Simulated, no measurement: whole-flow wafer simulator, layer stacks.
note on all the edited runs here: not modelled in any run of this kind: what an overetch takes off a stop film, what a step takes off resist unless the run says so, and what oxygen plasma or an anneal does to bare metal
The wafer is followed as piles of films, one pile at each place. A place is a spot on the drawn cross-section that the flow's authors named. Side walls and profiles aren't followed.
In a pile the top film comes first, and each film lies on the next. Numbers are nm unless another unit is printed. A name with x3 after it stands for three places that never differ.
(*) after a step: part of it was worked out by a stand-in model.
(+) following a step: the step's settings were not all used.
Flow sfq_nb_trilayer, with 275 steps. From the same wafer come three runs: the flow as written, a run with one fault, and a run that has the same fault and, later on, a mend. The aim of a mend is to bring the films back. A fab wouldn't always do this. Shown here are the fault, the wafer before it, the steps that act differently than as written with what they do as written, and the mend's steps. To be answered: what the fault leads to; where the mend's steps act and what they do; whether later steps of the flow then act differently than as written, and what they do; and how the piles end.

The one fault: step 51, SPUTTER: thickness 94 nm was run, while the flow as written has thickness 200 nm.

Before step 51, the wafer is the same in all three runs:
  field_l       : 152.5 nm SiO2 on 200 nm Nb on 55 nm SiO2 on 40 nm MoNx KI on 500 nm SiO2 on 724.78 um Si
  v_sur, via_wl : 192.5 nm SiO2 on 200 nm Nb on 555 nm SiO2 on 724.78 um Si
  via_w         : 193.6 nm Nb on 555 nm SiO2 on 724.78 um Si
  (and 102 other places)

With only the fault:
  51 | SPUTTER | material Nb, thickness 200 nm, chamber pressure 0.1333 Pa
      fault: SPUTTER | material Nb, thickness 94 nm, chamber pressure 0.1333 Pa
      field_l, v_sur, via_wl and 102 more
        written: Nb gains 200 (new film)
        fault: Nb gains 94 (new film)
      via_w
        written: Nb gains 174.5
        fault: Nb gains 82.8
  Later steps of the flow acting differently than as written (3 other steps are not shown; they differ only slightly, by no more than 2% or 0.5 nm, whichever is larger):
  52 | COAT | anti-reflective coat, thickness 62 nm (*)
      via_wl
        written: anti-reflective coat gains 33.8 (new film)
        fault: anti-reflective coat gains 33 (new film)
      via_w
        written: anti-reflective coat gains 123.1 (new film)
        fault: anti-reflective coat gains 118.7 (new film)
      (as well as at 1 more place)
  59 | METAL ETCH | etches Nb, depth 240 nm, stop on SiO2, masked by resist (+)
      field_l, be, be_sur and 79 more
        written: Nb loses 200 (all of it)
        fault: Nb loses 94 (all of it)
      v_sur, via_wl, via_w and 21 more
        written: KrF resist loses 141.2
        fault: KrF resist loses 82.9
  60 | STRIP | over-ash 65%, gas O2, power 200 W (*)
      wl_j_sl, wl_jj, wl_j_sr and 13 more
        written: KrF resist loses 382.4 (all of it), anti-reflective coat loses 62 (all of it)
        fault: KrF resist loses 440.6 (all of it), anti-reflective coat loses 62 (all of it)
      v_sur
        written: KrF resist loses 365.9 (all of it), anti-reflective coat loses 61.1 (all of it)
        fault: KrF resist loses 425 (all of it), anti-reflective coat loses 60.9 (all of it)
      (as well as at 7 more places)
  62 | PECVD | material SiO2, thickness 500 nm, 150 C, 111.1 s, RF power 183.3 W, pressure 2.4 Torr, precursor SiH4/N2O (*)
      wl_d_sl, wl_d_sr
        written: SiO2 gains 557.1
        fault: SiO2 gains 500
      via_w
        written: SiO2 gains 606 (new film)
        fault: SiO2 gains 580.1 (new film)
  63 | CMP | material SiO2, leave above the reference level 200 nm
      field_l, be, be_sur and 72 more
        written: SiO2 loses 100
        fault: SiO2 loses 206
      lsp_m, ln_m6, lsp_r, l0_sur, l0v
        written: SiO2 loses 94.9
        fault: SiO2 loses 206
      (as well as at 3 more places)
  By the end, the piles at field_l, v_sur, via_wl and 103 more depart from the flow's by more than 2% or 0.5 nm, whichever is larger.
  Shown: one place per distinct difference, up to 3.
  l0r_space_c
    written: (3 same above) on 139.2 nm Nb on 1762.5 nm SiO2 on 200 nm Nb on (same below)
    fault: (3 same above) on 139.2 nm Nb on 1656.5 nm SiO2 on 200 nm Nb on (same below)
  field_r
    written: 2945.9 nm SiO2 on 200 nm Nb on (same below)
    fault: 2839.9 nm SiO2 on 200 nm Nb on (same below)
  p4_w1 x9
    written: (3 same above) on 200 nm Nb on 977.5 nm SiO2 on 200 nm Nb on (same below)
    fault: (3 same above) on 200 nm Nb on 871.5 nm SiO2 on 200 nm Nb on (same below)

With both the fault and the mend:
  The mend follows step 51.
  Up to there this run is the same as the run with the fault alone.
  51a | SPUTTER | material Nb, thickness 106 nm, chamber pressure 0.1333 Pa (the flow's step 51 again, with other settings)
      field_l, v_sur, via_wl and 102 more
        Nb gains 106
      via_w
        Nb gains 87.4
  Every later step of the flow that is run acts as written, at every place that is followed, to within 2% or 0.5 nm, whichever is larger.
  The piles end only slightly different from the flow's at the places that both follow, by no more than 2% or 0.5 nm, whichever is larger.
